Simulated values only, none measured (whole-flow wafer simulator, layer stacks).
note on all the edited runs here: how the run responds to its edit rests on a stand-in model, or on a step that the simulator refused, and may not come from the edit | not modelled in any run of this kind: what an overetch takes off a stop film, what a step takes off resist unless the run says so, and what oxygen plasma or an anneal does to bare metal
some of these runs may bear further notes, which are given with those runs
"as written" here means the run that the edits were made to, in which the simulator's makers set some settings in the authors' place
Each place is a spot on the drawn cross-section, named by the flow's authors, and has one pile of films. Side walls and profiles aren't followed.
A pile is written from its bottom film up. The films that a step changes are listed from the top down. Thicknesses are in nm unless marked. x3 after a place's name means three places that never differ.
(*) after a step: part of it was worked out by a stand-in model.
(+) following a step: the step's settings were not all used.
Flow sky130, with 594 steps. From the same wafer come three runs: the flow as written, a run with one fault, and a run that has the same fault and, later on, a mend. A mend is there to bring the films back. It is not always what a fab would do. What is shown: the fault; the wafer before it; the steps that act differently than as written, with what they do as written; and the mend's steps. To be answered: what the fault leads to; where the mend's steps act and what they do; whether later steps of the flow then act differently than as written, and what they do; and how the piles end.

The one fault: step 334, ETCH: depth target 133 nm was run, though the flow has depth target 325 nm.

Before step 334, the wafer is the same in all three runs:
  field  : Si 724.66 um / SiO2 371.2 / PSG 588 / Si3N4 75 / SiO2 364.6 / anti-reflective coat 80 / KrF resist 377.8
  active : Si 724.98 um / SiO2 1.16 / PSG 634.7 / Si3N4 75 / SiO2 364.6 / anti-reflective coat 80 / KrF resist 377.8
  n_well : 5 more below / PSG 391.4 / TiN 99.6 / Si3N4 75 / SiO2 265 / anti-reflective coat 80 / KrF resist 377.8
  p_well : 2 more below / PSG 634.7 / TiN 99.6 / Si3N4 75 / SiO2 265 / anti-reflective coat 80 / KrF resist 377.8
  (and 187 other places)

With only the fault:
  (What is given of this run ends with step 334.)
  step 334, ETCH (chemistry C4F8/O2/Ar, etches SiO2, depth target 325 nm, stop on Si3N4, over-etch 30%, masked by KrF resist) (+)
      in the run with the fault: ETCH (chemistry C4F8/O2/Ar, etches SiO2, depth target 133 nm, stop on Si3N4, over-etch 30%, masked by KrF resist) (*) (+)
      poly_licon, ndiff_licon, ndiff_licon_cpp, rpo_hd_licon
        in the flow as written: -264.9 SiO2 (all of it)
        in the run with the fault: -133 SiO2
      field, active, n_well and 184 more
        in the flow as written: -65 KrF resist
        in the run with the fault: -26.6 KrF resist
  Once step 334 is done, the piles at field, active, n_well and 188 more depart from the flow's by more than 2% or 0.5 nm, whichever is larger.
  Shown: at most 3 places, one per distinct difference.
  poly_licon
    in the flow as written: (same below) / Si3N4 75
    in the run with the fault: (same below) / Si3N4 75 / SiO2 131.9
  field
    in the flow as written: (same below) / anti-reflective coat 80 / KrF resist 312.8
    in the run with the fault: (same below) / anti-reflective coat 80 / KrF resist 351.2

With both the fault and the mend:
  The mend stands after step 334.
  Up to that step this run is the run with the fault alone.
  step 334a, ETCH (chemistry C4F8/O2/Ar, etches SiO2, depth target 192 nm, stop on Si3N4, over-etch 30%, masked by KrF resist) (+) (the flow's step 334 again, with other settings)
      field, active, n_well and 184 more
        -38.4 KrF resist
      poly_licon, ndiff_licon, ndiff_licon_cpp, rpo_hd_licon
        -131.9 SiO2 (all of it)
  None of the later steps of the flow acts differently than as written at any place that is followed.
  At every place that both follow, the piles at the end match the flow's.
